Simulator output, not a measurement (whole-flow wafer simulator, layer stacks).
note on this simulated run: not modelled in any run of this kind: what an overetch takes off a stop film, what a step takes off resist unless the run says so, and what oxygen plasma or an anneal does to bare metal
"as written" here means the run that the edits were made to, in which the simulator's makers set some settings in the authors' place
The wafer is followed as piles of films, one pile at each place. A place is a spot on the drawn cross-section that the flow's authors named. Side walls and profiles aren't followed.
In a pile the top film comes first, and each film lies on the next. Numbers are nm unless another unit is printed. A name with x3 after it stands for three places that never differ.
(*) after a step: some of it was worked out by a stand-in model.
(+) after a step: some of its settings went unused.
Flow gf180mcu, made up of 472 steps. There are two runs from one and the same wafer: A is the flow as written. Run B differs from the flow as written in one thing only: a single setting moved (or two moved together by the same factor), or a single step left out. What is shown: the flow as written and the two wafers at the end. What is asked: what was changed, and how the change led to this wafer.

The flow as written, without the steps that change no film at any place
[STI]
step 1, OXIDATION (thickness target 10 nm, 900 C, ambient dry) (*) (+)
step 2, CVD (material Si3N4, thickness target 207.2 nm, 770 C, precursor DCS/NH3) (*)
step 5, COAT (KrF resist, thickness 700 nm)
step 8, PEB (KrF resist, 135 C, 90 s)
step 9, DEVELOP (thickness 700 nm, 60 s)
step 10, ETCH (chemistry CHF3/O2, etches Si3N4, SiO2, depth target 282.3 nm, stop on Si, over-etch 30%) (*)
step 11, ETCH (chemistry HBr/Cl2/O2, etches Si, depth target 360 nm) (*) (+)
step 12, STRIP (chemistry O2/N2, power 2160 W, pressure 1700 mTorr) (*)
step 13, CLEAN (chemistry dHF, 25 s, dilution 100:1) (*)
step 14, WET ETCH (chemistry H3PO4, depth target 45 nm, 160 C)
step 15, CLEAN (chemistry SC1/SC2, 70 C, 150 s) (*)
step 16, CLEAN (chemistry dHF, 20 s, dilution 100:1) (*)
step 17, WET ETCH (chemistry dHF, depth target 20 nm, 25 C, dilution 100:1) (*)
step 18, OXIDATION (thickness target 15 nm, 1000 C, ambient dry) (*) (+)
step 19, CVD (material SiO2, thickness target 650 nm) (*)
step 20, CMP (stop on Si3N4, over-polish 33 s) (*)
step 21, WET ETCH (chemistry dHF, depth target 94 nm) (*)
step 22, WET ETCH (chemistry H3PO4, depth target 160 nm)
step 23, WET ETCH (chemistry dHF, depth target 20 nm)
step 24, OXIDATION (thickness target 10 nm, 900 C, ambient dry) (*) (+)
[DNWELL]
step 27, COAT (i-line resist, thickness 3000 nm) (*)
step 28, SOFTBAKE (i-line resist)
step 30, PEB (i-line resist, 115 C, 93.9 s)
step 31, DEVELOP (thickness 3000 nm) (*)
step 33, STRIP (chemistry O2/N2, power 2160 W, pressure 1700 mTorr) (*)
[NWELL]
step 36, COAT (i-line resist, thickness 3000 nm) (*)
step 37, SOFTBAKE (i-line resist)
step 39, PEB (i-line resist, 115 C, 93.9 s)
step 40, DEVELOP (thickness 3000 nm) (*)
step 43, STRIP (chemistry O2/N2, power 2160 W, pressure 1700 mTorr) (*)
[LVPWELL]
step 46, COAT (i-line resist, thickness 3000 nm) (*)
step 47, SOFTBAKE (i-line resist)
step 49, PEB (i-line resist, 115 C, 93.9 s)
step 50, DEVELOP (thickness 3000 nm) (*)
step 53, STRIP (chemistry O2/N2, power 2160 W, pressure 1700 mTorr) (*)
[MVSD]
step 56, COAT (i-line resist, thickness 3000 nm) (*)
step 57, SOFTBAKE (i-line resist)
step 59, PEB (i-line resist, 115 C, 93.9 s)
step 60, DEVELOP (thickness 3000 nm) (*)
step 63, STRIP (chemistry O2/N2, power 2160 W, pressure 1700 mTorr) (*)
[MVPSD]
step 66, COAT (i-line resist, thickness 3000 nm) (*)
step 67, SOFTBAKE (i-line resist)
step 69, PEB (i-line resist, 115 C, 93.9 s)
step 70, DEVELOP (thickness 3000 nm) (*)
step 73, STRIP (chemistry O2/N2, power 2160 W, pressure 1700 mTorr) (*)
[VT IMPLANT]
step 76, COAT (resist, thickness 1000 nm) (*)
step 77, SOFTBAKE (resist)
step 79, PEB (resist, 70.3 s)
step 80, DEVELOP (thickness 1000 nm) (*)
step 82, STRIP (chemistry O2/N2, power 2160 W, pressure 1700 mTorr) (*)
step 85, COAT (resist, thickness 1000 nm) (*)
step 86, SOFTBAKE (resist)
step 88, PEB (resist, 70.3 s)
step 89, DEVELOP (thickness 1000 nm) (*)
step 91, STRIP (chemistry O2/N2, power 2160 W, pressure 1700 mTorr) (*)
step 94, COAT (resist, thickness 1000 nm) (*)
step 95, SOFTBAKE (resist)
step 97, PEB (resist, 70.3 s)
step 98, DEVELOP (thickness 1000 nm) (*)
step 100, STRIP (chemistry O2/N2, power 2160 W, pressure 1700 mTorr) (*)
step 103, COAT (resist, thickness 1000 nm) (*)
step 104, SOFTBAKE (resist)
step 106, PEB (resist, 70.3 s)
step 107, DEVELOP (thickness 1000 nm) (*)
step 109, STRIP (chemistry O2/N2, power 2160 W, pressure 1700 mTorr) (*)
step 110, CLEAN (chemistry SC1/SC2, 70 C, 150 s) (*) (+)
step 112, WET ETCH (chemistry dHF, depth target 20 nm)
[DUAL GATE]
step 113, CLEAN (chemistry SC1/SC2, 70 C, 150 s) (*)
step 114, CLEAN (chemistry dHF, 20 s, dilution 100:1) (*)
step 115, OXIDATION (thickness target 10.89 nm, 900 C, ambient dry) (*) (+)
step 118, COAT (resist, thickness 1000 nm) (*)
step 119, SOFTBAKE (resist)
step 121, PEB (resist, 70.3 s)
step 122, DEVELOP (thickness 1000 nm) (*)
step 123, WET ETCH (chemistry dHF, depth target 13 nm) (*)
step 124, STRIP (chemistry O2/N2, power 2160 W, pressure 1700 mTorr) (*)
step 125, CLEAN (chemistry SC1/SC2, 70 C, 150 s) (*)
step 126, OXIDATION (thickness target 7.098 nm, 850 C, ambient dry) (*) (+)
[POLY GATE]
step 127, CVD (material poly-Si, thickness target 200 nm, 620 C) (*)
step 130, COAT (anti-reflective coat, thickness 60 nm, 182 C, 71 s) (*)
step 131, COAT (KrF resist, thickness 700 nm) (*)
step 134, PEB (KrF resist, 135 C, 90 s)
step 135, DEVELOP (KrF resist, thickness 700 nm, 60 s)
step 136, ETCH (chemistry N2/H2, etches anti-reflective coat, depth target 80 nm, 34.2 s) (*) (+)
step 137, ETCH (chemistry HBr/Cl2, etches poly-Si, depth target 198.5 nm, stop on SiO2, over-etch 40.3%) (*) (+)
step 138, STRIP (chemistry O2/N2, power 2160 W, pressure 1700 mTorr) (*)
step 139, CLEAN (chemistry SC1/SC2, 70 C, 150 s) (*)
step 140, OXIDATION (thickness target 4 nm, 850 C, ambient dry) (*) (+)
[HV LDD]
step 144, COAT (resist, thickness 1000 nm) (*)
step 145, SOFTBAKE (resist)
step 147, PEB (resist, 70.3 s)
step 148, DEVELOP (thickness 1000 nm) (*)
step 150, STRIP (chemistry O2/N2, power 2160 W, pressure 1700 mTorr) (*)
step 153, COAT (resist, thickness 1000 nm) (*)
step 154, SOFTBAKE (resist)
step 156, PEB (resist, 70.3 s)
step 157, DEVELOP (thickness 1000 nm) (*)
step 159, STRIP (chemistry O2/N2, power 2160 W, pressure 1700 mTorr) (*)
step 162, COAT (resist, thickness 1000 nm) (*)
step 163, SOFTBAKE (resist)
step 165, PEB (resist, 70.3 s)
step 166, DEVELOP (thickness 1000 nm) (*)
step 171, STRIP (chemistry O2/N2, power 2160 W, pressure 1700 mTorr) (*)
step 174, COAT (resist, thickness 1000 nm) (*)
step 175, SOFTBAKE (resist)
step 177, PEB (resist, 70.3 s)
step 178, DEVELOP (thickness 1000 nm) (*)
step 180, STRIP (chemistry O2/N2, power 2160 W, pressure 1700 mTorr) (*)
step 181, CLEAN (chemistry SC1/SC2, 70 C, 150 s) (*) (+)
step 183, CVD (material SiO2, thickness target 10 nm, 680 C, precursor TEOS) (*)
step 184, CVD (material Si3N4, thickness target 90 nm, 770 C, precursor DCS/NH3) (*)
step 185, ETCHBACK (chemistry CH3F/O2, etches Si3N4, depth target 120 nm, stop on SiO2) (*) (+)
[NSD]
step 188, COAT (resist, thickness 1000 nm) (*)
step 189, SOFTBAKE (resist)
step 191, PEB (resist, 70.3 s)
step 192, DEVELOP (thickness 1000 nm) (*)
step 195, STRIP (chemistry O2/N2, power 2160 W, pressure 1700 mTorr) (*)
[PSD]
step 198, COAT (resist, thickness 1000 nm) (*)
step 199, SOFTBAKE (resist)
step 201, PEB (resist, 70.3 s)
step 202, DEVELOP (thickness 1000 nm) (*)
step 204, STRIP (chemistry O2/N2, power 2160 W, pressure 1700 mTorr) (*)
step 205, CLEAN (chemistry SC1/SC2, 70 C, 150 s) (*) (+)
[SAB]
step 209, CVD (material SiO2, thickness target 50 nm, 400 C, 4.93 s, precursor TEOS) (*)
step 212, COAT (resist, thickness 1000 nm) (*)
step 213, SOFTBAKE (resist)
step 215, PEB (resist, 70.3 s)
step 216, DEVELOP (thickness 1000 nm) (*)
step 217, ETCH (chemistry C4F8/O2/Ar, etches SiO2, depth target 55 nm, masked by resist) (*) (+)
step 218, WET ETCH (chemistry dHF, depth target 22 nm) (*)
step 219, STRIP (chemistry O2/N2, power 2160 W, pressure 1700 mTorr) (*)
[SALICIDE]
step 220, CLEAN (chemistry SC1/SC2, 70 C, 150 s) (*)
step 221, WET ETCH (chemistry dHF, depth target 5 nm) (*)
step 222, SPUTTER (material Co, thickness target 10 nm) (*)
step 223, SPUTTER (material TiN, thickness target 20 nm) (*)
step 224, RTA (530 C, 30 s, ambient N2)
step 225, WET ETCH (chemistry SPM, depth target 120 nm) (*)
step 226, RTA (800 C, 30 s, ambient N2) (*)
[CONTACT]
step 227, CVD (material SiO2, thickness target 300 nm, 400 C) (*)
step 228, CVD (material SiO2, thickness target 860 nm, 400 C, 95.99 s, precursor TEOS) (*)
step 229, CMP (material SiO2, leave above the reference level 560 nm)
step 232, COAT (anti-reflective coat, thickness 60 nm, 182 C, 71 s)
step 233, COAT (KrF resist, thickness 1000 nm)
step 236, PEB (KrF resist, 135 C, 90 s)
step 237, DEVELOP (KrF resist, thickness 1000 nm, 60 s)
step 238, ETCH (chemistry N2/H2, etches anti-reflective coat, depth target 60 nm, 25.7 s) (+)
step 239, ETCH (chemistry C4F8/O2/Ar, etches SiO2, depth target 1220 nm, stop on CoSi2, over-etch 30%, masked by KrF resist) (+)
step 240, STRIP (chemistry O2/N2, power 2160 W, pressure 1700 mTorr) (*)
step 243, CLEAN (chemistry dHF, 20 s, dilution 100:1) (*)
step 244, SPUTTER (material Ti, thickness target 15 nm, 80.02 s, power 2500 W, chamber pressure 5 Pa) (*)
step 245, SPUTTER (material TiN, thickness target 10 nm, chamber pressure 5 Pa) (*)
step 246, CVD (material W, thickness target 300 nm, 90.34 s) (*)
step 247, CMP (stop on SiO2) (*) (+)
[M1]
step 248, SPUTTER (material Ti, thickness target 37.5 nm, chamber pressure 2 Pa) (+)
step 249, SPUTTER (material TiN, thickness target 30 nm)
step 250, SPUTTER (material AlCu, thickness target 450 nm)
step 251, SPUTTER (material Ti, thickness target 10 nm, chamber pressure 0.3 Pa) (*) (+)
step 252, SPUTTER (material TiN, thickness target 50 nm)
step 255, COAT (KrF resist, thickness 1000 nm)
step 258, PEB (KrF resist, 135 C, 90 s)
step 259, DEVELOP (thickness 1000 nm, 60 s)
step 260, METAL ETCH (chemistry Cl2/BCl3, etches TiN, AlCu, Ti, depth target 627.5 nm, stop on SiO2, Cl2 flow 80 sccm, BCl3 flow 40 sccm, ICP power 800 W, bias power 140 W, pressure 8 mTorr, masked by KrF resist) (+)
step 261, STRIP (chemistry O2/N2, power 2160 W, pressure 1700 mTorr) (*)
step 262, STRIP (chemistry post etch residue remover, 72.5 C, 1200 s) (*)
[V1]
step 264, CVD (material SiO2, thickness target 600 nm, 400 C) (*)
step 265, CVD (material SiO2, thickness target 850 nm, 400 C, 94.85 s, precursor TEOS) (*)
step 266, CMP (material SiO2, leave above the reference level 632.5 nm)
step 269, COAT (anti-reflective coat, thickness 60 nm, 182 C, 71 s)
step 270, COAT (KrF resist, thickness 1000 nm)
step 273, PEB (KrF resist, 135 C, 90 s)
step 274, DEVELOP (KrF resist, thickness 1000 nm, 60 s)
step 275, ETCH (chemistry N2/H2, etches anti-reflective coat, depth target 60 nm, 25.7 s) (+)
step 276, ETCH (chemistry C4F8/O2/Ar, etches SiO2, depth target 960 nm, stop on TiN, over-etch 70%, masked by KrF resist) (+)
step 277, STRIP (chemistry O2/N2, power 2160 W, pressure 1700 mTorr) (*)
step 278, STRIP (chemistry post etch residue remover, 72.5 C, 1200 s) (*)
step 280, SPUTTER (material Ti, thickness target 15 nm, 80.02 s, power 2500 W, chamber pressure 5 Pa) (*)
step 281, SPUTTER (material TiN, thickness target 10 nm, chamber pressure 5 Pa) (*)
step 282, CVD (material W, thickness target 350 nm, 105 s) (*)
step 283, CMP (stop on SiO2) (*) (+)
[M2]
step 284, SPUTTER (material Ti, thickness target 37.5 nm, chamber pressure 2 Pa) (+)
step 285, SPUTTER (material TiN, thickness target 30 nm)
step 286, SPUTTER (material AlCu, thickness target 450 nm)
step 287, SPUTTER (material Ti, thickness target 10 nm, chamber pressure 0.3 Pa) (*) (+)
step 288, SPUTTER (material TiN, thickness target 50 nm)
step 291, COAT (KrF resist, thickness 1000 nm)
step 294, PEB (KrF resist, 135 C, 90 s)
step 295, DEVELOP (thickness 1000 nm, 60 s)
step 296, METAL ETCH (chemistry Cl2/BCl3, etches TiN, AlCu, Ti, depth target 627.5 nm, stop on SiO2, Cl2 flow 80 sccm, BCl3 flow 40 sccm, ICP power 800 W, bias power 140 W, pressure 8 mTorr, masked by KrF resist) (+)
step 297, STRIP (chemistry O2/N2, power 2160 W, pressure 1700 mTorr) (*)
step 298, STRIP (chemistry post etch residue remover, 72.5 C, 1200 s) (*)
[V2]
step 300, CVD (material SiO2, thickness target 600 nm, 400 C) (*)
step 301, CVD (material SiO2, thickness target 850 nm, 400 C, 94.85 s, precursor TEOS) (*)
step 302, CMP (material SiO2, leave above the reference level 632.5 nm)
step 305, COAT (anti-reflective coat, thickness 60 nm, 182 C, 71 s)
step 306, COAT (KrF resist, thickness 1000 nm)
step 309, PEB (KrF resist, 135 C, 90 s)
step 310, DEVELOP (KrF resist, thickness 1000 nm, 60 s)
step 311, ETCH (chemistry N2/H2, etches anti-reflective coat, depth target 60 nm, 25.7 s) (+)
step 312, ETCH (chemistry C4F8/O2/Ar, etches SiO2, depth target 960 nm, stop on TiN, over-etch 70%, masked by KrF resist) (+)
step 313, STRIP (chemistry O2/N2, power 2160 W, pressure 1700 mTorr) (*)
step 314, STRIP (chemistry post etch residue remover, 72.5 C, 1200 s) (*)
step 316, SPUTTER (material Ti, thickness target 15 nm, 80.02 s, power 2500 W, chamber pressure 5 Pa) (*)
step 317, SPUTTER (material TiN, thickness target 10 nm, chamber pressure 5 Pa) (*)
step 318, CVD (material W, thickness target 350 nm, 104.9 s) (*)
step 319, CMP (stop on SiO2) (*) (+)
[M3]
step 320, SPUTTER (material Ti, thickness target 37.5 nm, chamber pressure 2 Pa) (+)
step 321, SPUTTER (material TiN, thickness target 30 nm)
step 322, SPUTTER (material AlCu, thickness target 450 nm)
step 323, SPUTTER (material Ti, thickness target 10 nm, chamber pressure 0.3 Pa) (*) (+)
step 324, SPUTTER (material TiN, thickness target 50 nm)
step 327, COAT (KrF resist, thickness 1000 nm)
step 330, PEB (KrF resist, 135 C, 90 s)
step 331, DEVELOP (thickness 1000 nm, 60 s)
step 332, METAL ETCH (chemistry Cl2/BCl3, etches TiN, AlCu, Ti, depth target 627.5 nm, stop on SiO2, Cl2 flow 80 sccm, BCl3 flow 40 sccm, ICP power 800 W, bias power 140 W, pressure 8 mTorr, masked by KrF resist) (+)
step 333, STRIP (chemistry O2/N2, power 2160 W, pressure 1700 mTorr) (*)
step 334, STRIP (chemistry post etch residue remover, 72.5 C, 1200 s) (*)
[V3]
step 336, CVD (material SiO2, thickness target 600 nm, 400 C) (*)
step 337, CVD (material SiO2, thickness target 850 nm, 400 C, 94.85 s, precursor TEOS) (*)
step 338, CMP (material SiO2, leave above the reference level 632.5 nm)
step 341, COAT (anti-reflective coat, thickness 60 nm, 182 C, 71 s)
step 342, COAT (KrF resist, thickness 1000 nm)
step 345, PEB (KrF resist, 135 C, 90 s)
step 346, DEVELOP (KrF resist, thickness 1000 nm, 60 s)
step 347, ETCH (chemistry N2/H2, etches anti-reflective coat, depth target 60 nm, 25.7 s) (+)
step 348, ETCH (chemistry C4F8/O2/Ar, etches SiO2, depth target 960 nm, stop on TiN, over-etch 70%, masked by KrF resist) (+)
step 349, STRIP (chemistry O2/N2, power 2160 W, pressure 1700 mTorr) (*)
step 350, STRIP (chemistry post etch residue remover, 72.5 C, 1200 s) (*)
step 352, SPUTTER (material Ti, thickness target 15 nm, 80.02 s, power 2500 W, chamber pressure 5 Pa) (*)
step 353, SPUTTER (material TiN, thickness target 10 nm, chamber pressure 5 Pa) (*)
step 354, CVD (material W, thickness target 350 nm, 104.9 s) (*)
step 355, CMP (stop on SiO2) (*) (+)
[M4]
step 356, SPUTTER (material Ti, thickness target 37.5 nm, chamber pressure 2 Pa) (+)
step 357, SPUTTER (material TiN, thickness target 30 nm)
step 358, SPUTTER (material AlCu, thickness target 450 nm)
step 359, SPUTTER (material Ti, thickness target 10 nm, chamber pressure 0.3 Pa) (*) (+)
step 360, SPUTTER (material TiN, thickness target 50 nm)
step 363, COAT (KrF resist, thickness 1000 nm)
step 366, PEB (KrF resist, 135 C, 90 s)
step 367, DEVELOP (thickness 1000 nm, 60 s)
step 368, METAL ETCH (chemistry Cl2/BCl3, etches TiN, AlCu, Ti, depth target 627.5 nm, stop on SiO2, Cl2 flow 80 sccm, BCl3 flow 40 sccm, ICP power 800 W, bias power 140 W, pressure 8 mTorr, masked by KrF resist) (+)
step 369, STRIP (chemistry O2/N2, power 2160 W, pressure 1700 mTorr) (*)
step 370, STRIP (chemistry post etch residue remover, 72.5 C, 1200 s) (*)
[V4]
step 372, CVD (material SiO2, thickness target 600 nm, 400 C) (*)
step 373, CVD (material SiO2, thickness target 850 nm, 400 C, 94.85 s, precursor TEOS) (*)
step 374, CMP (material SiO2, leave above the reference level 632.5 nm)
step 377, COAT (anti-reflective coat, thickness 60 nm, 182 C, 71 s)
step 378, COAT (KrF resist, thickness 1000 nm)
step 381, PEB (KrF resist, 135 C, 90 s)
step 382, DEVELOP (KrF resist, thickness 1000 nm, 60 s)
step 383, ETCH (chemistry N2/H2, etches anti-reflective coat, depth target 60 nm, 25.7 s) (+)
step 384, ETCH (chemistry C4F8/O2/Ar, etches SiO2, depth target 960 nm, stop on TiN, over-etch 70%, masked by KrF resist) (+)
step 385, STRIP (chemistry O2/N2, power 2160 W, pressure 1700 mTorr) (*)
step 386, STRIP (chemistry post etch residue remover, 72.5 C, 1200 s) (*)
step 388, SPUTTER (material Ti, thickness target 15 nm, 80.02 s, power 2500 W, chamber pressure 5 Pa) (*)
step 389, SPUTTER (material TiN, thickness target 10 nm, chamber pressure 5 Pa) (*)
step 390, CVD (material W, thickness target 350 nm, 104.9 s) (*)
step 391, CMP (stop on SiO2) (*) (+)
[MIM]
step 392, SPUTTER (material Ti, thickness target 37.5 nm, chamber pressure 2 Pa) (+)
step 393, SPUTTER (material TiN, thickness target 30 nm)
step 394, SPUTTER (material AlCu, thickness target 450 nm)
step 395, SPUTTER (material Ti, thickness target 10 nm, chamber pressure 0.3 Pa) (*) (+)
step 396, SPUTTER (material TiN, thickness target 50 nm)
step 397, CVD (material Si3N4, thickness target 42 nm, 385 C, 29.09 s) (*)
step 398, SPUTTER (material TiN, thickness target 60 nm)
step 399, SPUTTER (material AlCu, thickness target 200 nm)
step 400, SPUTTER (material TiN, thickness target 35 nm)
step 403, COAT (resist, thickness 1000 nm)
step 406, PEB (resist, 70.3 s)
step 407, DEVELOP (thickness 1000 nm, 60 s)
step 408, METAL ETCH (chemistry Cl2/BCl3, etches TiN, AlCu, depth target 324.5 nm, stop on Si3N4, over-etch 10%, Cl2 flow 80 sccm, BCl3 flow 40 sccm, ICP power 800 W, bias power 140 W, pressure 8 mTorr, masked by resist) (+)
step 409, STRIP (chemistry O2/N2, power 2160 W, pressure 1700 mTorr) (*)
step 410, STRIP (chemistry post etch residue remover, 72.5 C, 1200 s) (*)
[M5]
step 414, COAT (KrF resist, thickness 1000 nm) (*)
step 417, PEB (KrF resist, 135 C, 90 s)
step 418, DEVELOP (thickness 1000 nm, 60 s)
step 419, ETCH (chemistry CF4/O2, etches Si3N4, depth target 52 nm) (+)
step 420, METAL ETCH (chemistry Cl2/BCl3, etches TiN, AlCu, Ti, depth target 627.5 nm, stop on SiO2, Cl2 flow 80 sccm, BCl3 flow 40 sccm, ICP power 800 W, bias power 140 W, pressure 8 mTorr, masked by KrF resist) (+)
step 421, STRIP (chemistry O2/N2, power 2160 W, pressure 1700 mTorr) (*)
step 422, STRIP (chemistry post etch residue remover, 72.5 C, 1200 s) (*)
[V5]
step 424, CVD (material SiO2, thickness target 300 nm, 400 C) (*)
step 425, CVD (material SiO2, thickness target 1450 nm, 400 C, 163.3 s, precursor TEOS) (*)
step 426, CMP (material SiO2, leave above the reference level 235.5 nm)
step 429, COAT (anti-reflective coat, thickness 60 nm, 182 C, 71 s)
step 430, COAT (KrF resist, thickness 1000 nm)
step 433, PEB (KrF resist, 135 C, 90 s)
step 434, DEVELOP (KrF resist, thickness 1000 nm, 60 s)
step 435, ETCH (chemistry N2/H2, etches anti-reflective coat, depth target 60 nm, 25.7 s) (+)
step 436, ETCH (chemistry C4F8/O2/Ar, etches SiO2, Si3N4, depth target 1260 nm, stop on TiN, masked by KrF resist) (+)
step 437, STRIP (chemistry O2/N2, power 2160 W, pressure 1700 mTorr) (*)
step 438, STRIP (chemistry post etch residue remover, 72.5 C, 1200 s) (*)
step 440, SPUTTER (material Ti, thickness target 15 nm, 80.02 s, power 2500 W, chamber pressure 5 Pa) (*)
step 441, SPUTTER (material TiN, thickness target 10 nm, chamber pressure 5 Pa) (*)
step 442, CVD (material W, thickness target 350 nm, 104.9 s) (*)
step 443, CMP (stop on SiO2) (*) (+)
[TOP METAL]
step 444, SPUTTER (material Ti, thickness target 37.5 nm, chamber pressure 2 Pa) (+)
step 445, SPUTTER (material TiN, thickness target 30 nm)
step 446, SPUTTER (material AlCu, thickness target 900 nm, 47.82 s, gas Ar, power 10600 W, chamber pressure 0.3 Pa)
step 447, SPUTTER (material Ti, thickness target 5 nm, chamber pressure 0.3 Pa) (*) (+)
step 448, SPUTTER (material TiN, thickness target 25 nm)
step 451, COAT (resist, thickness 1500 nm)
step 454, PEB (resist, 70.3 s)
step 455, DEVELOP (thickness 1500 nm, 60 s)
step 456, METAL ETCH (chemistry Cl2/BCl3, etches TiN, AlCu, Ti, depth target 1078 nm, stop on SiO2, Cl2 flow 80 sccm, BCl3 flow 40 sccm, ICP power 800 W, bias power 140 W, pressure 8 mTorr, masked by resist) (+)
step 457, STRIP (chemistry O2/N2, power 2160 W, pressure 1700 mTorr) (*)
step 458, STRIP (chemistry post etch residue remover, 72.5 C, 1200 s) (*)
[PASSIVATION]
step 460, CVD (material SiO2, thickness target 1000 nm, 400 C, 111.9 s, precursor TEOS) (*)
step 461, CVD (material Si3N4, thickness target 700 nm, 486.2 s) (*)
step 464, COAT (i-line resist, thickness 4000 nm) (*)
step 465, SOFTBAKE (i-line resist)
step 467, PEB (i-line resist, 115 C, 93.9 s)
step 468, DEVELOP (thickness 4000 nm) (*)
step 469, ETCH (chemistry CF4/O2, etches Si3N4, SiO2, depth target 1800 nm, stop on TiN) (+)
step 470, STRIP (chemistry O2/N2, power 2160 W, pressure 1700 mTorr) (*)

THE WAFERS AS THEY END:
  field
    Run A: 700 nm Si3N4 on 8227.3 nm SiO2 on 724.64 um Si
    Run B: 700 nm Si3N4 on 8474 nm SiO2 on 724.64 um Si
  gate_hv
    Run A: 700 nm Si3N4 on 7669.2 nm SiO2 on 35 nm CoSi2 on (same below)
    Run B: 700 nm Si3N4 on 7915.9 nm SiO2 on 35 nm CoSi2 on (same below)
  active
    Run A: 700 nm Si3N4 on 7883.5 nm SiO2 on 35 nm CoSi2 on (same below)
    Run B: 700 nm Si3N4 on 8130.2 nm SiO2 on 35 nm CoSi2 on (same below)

The reason: step 302, CMP: leave above the reference level 879.2 nm was run, whereas the flow has leave above the reference level 632.5 nm.

How this came from the change, step by step:
  step 302, CMP (material SiO2, leave above the reference level 632.5 nm)
      field, field__w1, field__w2 and 103 more: A SiO2 loses 300 | B SiO2 loses 53.3
      field__w8, contact, m1, m1__w1, m1_nw: A SiO2 loses 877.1 | B SiO2 loses 630.4
  step 312, ETCH (chemistry C4F8/O2/Ar, etches SiO2, depth target 960 nm, stop on TiN, over-etch 70%, masked by KrF resist) (+)
      contact: A SiO2 loses 572.5 (all of it) | B SiO2 loses 819.2 (all of it)
  step 316, SPUTTER (material Ti, thickness target 15 nm, 80.02 s, power 2500 W, chamber pressure 5 Pa) (*)
      contact: A Ti gains 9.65 (new film) | B Ti gains 8.37 (new film)
  step 317, SPUTTER (material TiN, thickness target 10 nm, chamber pressure 5 Pa) (*)
      contact: A TiN gains 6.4 (new film) | B TiN gains 5.54 (new film)
  step 318, CVD (material W, thickness target 350 nm, 104.9 s) (*)
      contact: A W gains 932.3 (new film) | B W gains 1181.1 (new film)
